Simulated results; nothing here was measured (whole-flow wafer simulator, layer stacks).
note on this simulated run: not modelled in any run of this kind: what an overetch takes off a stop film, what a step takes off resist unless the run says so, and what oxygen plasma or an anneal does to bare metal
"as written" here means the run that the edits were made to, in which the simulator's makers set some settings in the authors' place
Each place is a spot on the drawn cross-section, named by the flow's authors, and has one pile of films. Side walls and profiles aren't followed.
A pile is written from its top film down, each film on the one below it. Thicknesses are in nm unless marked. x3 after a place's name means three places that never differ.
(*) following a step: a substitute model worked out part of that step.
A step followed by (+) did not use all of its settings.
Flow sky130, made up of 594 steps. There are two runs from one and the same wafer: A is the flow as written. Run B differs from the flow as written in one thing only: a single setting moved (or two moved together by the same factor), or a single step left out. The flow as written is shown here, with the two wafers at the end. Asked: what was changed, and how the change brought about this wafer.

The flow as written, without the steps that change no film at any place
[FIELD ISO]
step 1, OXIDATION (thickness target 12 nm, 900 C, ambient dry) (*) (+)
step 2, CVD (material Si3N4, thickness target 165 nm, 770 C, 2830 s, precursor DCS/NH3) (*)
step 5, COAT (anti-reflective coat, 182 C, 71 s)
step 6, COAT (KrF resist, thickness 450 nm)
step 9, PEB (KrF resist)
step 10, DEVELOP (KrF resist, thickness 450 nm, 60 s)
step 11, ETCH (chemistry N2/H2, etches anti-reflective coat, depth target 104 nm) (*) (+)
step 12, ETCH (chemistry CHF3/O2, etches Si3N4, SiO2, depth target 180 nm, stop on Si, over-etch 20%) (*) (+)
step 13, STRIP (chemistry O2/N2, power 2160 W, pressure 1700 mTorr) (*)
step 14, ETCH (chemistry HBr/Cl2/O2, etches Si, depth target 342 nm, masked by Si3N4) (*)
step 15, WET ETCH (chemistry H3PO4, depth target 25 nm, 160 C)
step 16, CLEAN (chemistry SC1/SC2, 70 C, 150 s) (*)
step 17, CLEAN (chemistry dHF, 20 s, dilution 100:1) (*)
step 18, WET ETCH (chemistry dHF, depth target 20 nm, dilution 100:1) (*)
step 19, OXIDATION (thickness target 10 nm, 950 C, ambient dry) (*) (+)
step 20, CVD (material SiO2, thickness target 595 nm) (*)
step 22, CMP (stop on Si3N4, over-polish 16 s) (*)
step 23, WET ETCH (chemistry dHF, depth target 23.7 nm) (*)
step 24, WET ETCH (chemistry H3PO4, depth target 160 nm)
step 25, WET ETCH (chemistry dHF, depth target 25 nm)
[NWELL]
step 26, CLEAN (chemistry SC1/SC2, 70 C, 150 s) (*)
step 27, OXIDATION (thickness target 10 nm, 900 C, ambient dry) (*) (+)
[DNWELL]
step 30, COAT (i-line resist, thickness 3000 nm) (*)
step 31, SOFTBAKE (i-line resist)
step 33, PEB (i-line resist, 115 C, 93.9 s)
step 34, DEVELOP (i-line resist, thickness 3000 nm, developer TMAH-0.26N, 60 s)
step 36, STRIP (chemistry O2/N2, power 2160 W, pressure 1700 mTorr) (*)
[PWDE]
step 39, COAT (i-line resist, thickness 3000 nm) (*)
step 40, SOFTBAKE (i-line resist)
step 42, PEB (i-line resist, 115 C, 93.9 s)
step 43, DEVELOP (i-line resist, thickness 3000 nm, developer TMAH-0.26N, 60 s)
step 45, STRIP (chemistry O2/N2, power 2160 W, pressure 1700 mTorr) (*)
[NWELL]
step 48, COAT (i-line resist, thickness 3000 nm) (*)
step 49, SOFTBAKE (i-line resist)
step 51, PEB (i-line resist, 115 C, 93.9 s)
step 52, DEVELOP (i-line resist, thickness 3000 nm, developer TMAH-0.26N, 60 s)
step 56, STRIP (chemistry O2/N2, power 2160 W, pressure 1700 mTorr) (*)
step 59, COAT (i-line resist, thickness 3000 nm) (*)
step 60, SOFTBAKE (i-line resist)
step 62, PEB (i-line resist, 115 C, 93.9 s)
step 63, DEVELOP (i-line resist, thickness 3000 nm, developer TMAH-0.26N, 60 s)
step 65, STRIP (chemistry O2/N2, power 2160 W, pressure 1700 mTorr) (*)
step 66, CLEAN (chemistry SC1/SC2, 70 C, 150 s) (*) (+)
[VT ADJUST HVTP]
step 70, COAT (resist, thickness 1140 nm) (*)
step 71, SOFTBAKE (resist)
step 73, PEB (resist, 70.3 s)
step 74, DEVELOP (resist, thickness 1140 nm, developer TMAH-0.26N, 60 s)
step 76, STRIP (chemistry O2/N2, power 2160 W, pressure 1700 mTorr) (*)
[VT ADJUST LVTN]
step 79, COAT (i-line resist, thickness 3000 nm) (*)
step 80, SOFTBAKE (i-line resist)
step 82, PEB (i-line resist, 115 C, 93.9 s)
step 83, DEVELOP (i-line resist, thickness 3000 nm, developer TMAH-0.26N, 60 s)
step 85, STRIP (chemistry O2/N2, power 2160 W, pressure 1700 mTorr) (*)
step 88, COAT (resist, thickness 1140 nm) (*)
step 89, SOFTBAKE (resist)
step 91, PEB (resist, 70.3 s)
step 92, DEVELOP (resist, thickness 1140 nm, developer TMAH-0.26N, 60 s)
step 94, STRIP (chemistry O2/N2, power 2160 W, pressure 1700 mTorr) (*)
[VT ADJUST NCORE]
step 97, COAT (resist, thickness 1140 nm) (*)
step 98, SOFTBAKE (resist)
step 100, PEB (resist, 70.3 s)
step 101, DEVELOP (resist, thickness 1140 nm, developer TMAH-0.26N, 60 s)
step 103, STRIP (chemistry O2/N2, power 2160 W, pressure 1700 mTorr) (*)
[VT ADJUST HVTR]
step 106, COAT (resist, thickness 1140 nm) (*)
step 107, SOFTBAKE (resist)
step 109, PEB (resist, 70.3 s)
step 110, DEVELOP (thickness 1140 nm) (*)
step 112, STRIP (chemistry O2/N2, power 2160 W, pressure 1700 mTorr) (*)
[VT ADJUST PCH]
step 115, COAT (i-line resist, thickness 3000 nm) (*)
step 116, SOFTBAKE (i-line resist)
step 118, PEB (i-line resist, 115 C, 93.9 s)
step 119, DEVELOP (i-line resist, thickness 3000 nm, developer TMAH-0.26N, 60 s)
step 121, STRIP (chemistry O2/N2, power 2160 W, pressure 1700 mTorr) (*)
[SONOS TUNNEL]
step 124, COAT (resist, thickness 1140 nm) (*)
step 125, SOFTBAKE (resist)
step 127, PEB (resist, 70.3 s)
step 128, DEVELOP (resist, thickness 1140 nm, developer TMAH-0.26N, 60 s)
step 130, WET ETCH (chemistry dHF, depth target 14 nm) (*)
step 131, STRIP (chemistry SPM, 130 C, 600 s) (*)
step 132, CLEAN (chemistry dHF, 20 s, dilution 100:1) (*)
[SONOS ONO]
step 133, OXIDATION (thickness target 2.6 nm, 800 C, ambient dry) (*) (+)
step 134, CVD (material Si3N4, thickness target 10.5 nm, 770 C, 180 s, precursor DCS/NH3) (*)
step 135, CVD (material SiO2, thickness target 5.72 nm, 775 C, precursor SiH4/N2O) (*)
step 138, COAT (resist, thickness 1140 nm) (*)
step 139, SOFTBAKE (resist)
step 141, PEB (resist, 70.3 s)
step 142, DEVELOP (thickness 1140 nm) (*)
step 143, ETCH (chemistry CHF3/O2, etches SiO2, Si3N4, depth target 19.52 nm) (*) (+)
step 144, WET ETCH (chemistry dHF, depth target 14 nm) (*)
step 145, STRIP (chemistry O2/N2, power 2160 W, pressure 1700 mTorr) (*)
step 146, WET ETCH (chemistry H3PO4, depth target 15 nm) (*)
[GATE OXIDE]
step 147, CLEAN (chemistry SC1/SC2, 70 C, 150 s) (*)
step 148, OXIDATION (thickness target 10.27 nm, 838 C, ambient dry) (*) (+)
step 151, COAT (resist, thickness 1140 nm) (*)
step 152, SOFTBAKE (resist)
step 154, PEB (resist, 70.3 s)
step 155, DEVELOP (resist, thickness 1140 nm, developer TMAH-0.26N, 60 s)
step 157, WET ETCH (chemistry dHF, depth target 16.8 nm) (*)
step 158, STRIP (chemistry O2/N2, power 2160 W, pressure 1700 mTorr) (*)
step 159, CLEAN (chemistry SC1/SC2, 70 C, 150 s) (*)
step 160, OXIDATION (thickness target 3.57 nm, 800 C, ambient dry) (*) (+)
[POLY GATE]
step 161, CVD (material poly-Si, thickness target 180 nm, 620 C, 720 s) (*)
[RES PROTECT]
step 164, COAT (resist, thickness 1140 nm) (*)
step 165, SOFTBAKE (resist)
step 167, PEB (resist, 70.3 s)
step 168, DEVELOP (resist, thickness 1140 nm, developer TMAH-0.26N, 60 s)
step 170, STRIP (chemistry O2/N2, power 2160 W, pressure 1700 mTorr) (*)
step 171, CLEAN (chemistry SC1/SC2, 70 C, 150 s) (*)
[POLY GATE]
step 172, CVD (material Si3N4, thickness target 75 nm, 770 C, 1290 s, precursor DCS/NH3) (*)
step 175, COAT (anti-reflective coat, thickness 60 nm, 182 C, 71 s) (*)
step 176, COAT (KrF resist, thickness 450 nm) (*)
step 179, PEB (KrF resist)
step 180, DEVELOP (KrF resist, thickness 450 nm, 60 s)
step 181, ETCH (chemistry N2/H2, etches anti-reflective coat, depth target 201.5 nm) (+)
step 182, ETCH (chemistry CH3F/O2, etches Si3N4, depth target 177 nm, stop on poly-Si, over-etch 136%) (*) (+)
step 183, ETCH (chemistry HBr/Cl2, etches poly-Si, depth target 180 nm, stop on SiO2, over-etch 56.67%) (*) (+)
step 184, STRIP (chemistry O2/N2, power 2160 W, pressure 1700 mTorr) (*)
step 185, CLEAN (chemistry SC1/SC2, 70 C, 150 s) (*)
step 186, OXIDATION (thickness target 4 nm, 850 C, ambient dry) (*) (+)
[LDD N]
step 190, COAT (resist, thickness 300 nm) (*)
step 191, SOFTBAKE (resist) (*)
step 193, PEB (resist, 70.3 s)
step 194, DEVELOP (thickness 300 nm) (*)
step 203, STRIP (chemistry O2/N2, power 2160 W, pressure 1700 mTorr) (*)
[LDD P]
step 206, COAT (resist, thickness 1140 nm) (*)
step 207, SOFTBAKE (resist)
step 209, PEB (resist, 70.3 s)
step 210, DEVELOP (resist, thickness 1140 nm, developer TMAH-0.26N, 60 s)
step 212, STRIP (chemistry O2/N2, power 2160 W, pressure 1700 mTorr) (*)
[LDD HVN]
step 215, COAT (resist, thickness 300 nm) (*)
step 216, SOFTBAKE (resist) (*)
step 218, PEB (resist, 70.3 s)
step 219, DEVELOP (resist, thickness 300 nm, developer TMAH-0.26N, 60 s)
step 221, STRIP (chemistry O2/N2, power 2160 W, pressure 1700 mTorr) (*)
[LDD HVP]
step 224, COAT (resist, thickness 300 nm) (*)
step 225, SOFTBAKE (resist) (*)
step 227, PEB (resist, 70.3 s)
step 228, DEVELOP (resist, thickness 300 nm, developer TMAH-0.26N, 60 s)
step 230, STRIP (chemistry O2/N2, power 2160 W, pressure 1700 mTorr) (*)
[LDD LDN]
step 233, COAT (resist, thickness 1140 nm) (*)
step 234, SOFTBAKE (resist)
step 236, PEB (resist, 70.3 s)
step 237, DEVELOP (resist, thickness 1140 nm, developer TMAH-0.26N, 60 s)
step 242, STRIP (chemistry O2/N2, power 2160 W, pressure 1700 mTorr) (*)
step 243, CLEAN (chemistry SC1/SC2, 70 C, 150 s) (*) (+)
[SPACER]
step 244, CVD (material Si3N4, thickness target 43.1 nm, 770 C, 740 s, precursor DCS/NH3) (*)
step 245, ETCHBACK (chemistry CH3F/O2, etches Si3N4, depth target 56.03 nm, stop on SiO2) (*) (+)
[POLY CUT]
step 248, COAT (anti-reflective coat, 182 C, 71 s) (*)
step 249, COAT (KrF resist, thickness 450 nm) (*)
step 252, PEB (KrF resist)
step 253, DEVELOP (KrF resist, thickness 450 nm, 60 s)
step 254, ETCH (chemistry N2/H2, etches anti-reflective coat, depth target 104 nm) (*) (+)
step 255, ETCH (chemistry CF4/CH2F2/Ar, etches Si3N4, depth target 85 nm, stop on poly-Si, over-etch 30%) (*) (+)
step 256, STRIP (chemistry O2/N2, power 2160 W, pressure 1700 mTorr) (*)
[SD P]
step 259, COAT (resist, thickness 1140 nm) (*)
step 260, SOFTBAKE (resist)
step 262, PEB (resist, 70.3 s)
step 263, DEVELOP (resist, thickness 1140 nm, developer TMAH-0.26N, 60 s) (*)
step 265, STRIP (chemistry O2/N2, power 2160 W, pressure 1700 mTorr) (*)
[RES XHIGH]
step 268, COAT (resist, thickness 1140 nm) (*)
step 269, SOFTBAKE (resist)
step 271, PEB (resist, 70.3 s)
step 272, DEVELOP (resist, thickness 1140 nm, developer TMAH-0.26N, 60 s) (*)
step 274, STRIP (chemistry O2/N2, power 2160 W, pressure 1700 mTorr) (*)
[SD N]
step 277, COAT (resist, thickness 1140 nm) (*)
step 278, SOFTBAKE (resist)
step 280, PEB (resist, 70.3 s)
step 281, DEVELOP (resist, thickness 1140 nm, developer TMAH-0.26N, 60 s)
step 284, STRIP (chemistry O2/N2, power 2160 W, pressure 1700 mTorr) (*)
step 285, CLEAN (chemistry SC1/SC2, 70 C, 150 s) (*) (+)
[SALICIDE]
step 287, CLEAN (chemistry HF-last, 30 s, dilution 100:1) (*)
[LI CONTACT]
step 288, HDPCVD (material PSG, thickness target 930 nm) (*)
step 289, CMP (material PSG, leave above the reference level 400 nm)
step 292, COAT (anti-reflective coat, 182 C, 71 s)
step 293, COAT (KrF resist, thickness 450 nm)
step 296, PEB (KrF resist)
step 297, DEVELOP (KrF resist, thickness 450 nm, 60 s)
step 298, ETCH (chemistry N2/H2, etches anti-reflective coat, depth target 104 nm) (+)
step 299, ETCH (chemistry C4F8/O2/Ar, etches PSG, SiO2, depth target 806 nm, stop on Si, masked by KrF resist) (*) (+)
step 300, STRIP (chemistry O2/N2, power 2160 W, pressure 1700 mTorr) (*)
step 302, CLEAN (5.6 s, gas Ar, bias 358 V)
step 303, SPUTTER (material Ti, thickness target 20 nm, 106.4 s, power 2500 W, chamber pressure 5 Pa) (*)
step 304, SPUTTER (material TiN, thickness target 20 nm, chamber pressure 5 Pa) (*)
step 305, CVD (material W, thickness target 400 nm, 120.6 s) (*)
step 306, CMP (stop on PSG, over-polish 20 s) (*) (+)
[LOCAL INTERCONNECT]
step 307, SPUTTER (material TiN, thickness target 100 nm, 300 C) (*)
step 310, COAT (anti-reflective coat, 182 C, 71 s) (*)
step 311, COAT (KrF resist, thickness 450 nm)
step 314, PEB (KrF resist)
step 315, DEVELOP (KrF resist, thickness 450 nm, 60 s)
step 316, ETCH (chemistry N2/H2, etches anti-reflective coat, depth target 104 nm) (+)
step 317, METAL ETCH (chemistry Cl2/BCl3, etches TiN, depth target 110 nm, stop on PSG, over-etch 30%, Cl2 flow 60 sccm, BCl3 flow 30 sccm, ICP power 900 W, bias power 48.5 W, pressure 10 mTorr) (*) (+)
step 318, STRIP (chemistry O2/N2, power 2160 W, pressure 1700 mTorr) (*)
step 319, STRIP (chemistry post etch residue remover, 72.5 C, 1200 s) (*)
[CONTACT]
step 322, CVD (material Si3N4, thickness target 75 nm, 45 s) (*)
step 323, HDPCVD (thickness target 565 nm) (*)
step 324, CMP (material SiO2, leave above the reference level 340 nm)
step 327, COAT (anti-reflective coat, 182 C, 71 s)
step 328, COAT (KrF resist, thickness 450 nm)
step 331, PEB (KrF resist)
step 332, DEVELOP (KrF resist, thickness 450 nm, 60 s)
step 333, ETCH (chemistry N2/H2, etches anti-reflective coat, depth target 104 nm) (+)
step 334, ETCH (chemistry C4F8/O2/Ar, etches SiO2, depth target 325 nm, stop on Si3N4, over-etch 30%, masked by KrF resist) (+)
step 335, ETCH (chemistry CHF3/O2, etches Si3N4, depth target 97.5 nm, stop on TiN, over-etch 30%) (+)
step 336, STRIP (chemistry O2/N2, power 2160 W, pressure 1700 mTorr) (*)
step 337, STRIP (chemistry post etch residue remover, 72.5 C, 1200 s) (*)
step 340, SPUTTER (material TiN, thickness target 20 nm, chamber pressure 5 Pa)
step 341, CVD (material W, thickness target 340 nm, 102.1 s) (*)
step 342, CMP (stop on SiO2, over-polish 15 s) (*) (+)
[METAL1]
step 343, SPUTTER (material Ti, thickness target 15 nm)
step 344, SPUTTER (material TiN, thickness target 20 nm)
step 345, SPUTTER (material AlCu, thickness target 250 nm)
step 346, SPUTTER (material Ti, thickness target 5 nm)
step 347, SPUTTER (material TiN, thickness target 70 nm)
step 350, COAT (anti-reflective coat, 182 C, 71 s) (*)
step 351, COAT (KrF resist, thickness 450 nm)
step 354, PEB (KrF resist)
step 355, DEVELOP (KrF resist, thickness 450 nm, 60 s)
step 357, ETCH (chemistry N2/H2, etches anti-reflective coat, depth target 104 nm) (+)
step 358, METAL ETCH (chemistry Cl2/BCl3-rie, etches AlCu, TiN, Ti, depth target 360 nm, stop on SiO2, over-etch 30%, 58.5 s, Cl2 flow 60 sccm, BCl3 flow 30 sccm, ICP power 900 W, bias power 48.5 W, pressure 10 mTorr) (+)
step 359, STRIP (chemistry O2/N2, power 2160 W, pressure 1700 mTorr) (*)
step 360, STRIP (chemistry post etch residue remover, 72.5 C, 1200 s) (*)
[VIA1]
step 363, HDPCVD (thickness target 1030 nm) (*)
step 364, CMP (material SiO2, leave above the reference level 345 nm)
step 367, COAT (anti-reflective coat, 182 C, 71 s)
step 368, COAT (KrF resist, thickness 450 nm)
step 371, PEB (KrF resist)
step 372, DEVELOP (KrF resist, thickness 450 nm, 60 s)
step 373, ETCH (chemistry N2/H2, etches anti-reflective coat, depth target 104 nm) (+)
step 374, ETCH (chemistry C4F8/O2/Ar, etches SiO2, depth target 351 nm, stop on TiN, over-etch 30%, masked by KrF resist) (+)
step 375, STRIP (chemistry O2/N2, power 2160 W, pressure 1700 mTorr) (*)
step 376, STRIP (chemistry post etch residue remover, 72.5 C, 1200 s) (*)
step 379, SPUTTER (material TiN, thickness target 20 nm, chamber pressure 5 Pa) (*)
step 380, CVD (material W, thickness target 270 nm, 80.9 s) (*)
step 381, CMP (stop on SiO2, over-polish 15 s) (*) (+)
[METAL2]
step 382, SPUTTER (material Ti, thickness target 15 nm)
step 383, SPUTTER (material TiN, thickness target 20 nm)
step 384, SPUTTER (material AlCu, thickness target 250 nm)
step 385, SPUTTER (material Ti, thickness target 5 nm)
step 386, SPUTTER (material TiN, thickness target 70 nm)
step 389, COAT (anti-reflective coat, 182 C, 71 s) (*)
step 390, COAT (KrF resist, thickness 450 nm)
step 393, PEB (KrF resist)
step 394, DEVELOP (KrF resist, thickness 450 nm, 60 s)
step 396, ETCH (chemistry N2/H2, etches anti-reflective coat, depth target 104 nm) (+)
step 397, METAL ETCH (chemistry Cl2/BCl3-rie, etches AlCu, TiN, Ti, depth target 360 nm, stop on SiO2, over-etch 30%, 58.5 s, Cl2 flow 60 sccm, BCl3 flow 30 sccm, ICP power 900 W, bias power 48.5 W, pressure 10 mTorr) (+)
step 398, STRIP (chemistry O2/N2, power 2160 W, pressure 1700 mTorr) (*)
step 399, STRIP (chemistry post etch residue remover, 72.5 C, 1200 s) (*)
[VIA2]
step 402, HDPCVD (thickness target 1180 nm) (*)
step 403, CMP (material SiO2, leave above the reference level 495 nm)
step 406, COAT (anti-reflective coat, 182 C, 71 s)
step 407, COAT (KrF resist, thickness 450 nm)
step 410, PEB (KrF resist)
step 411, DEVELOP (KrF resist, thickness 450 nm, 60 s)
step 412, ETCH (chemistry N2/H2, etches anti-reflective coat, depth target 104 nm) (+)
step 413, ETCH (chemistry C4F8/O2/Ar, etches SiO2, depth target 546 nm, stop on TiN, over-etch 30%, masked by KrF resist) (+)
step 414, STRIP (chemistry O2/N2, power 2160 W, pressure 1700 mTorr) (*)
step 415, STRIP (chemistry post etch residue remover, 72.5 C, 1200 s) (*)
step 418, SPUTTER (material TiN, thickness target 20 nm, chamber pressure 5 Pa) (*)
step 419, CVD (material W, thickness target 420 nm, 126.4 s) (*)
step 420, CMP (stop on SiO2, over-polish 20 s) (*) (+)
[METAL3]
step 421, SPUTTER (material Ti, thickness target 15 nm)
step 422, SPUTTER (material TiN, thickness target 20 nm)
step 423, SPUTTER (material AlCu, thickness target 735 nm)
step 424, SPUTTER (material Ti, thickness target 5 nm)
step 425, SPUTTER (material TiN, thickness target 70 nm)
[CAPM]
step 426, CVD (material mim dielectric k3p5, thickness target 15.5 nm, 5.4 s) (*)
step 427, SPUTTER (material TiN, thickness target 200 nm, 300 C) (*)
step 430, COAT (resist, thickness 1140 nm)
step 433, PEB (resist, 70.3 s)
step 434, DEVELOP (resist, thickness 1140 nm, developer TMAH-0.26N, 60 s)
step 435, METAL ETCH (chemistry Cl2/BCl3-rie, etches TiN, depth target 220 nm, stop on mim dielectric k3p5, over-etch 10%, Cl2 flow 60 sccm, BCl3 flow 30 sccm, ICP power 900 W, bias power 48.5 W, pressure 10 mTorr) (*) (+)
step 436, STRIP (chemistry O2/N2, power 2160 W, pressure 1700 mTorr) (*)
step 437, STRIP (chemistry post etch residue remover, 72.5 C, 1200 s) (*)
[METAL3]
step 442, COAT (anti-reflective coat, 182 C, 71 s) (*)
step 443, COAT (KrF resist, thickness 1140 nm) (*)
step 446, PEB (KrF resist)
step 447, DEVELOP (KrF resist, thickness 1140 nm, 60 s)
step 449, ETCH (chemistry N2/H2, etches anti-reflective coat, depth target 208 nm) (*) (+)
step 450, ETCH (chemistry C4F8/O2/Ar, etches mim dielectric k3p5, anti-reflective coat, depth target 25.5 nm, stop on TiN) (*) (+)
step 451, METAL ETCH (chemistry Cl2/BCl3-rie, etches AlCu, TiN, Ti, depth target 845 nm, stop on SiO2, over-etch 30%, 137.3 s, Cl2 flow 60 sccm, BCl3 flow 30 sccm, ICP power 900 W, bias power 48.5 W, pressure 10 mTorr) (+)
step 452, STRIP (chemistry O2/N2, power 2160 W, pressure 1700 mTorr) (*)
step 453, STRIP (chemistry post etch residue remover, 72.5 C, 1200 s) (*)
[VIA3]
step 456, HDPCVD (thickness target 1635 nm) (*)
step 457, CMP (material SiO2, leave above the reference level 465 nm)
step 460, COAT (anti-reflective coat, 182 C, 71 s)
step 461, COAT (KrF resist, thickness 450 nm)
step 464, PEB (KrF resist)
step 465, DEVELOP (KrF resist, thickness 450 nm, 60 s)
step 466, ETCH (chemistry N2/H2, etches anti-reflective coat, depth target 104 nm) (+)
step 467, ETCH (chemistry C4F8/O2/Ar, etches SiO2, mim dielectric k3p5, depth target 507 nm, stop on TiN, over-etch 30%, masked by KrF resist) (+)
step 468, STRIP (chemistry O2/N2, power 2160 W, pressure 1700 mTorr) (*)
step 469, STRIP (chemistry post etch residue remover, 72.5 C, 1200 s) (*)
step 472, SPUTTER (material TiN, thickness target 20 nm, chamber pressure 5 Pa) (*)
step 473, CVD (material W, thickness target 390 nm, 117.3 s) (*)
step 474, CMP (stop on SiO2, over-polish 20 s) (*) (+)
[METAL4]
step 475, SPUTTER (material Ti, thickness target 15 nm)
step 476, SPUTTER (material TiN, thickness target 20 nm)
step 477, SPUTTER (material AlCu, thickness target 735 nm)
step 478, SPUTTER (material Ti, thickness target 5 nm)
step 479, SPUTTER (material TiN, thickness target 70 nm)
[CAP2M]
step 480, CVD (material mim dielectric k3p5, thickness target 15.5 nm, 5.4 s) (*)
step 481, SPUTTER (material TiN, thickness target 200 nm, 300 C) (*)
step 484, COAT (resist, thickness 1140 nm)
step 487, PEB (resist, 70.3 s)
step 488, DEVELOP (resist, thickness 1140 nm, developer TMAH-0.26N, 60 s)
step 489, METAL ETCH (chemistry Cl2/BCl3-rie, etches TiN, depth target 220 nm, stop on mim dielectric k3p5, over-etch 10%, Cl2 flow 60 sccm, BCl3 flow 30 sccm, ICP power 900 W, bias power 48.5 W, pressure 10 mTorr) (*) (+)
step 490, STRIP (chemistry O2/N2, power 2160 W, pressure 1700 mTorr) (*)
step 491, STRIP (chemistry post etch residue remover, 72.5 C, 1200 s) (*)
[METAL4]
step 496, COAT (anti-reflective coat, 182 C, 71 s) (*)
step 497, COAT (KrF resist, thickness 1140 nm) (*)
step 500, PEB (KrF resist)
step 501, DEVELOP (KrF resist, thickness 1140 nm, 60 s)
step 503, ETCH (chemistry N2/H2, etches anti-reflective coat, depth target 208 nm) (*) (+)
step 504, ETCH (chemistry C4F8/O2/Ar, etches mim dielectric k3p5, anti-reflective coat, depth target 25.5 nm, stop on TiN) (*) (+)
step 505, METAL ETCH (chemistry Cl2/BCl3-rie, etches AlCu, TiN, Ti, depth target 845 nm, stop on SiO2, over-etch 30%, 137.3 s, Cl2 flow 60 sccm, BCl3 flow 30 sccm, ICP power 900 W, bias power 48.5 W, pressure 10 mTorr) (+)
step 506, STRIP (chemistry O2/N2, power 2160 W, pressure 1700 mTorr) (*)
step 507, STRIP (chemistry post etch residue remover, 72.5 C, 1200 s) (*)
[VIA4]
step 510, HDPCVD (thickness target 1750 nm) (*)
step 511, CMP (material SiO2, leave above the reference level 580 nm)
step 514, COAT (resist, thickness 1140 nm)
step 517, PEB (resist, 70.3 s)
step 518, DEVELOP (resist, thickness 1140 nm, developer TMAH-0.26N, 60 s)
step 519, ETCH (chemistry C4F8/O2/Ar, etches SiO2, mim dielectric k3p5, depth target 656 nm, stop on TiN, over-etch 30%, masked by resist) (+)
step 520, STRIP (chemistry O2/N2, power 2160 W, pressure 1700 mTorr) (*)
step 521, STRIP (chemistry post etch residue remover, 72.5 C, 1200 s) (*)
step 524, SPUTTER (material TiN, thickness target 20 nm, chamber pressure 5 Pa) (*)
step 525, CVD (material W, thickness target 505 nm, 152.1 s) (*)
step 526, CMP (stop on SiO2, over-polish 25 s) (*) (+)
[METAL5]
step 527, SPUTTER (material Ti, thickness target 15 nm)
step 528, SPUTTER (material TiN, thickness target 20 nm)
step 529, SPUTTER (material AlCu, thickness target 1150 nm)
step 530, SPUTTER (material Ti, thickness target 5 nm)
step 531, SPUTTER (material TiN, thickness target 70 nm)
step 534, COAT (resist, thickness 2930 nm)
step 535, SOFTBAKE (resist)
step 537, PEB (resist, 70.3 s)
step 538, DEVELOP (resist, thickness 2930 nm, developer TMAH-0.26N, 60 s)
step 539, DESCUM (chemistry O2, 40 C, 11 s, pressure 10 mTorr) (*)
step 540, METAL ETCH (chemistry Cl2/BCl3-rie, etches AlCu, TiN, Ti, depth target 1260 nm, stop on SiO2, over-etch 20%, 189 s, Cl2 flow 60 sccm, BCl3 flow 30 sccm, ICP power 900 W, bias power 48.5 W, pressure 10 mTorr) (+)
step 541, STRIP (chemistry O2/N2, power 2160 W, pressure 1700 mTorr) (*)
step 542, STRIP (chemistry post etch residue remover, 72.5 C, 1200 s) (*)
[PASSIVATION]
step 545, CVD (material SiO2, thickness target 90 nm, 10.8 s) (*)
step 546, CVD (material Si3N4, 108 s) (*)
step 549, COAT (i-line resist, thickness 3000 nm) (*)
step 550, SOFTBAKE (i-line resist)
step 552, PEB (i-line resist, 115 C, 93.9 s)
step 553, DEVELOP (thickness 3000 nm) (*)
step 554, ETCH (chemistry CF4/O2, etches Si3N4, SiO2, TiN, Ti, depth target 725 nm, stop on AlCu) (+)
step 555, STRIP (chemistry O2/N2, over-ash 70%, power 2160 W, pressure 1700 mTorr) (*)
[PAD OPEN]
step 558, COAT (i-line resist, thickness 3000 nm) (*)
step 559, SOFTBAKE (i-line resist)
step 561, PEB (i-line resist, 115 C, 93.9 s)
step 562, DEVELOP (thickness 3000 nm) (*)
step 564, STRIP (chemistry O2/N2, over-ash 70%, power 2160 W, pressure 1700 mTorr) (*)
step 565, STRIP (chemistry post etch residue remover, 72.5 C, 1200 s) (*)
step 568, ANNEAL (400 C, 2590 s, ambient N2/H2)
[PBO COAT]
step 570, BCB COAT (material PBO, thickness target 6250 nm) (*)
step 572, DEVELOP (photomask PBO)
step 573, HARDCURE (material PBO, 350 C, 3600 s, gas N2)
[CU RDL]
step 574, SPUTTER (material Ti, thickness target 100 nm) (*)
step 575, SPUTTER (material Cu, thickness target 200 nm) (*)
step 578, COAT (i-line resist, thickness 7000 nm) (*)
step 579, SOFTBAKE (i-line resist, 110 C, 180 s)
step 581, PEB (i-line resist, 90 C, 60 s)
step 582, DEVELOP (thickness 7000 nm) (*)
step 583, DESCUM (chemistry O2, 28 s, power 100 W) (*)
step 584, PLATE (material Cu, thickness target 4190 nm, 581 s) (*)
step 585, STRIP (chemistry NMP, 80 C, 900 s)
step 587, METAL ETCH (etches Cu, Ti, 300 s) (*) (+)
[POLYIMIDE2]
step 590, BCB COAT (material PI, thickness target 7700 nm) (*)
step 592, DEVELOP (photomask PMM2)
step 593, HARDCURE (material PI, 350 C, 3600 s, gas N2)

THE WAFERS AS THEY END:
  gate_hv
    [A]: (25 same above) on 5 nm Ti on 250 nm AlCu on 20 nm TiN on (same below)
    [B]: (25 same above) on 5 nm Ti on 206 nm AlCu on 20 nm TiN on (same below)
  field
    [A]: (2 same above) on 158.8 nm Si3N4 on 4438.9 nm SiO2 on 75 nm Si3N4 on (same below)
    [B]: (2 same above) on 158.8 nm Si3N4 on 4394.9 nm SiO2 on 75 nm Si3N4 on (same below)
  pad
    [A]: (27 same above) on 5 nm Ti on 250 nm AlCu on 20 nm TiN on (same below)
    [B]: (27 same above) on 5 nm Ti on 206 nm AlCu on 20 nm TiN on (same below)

Cause: step 345, SPUTTER: thickness target 206 nm was run, though the flow has thickness target 250 nm.
One can read it off the wafer: gate_hv has AlCu 206, and step 345 as written asks for 250 nm.

How this came from the change, step by step:
  step 345, SPUTTER (material AlCu, thickness target 250 nm)
      field, active, n_well and 188 more: A +250 AlCu (new film) | B +206 AlCu (new film)
  step 358, METAL ETCH (chemistry Cl2/BCl3-rie, etches AlCu, TiN, Ti, depth target 360 nm, stop on SiO2, over-etch 30%, 58.5 s, Cl2 flow 60 sccm, BCl3 flow 30 sccm, ICP power 900 W, bias power 48.5 W, pressure 10 mTorr) (+)
      field, active, gate and 81 more: A -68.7 TiN (all of it), -5 Ti (all of it), -250 AlCu (all of it), -20 TiN (all of it), -15 Ti (all of it), -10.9 SiO2 | B -68.7 TiN (all of it), -5 Ti (all of it), -206 AlCu (all of it), -20 TiN (all of it), -15 Ti (all of it), -15.3 SiO2
  step 364, CMP (material SiO2, leave above the reference level 345 nm)
      field, active, gate and 81 more: A -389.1 SiO2 | B -428.7 SiO2
